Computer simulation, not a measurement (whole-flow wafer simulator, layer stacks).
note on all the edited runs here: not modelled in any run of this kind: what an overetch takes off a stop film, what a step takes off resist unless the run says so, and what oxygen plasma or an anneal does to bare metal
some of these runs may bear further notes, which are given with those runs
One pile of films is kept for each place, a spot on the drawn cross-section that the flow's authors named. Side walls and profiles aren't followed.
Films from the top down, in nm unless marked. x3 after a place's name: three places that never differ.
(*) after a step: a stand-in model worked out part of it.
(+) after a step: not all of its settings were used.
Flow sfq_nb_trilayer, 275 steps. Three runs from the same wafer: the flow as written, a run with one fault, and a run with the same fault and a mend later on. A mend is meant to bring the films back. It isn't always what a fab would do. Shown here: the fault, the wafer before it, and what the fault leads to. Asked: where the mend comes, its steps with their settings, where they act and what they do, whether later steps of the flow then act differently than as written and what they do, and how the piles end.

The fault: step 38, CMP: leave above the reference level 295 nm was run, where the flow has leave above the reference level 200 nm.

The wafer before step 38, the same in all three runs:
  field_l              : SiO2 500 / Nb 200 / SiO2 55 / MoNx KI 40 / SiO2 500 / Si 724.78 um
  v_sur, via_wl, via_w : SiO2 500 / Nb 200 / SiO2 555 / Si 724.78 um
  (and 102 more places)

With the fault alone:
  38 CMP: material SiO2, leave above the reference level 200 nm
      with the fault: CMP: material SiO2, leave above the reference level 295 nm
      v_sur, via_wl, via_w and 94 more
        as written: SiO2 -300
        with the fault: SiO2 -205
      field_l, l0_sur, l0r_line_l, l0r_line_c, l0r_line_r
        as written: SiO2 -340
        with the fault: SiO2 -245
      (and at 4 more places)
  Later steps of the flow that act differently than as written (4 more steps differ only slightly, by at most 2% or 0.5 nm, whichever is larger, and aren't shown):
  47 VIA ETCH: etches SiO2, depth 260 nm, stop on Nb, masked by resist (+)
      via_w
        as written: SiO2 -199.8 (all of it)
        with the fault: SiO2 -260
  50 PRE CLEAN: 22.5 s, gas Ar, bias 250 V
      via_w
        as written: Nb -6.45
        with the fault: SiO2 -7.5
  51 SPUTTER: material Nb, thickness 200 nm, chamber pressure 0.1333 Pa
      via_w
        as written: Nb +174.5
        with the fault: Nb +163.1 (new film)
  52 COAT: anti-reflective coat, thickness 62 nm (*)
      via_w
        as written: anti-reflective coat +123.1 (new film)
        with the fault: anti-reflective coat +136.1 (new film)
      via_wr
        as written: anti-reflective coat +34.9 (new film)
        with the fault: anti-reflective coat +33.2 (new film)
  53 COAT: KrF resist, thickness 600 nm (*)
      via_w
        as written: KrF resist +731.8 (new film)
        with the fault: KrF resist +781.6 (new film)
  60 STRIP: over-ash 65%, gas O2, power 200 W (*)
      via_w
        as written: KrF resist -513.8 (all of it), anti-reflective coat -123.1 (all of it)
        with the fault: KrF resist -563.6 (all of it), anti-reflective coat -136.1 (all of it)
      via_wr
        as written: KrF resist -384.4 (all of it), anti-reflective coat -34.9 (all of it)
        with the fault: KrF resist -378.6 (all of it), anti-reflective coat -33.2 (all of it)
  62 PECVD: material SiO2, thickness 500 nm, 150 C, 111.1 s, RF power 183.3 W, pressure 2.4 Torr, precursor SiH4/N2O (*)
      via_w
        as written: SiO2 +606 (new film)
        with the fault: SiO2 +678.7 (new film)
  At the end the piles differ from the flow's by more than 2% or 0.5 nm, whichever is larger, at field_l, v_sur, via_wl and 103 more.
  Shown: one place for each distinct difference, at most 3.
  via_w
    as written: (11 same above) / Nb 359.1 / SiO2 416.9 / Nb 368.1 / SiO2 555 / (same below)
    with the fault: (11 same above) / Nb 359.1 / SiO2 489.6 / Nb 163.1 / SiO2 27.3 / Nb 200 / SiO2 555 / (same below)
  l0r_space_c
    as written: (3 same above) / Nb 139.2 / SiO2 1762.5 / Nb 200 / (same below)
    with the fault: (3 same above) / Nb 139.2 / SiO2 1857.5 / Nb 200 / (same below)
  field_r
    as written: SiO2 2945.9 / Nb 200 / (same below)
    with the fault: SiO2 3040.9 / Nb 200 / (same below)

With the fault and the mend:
  The mend comes after step 39.
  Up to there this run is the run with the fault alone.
  39a CMP: material SiO2, leave above the reference level 200 nm (the flow's step 38 once more)
      field_l, v_sur, via_wl and 103 more
        SiO2 -95
  No later step of the flow acts differently than as written at any place that is followed.
  At the end the piles are the same as the flow's at every place that both follow.
